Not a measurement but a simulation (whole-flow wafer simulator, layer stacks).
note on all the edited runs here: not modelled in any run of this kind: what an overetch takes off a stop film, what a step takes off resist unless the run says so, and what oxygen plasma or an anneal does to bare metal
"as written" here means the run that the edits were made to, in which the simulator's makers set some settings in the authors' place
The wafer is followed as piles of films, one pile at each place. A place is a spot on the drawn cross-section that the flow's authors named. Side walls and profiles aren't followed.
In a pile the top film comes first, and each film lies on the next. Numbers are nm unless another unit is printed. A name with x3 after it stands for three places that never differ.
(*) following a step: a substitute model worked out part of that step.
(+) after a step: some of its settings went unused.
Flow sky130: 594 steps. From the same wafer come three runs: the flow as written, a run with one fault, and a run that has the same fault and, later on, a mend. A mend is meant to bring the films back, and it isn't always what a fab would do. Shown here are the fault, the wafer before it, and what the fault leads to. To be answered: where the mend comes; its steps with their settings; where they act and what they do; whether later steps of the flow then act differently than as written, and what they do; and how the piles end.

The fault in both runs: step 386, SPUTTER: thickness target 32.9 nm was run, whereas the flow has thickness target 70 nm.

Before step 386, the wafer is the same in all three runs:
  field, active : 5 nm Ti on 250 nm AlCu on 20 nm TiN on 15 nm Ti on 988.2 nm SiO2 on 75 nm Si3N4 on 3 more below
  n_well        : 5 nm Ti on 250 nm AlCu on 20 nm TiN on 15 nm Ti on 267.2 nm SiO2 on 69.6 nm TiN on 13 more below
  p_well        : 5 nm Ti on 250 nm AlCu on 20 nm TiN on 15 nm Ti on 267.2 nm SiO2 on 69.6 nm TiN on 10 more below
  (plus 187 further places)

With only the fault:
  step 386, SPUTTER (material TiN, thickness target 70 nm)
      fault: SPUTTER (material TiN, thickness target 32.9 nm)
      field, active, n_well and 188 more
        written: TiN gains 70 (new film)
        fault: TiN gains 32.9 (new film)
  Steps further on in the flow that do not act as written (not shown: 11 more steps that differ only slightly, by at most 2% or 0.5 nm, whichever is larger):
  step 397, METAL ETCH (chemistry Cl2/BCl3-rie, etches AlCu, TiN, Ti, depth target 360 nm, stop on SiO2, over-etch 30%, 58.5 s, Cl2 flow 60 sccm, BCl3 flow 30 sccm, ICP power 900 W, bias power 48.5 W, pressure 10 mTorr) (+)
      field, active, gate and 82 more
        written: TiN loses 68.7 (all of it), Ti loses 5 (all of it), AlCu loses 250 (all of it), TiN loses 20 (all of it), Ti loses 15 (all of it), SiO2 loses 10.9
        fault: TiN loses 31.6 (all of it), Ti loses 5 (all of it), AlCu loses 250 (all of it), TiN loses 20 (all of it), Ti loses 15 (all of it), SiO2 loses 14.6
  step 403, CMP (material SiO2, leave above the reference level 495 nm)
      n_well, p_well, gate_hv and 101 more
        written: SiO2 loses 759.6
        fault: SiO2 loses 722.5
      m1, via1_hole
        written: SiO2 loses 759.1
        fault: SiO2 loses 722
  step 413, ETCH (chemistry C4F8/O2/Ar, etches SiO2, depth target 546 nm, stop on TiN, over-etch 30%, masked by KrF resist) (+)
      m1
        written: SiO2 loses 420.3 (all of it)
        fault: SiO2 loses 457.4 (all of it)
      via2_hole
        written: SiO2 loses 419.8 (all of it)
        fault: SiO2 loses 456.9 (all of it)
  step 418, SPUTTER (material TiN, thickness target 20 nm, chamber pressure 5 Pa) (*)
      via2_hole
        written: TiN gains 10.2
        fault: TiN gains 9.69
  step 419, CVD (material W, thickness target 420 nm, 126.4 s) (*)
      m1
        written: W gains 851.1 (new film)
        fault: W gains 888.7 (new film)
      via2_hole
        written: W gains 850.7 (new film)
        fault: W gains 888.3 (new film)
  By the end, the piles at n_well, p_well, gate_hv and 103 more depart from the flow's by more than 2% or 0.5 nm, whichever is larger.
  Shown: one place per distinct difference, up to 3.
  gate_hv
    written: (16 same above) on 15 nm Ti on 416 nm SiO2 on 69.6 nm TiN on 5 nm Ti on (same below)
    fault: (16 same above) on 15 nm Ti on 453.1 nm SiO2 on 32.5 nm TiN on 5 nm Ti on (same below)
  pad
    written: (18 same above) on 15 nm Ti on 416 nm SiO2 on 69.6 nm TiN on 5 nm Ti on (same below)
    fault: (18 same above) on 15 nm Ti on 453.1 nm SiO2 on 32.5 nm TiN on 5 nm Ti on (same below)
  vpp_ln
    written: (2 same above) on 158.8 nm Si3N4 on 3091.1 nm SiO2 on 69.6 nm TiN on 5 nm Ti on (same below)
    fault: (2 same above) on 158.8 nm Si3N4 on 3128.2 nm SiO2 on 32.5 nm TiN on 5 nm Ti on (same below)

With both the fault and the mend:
  After step 386 comes the mend.
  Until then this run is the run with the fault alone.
  step 386a, SPUTTER (material TiN, thickness target 37.1 nm) (the flow's step 386, run once more with other settings)
      field, active, n_well and 188 more
        TiN gains 37.1
  None of the later steps of the flow acts differently than as written at any place that is followed.
  The piles end the same as the flow's at every place that both follow.
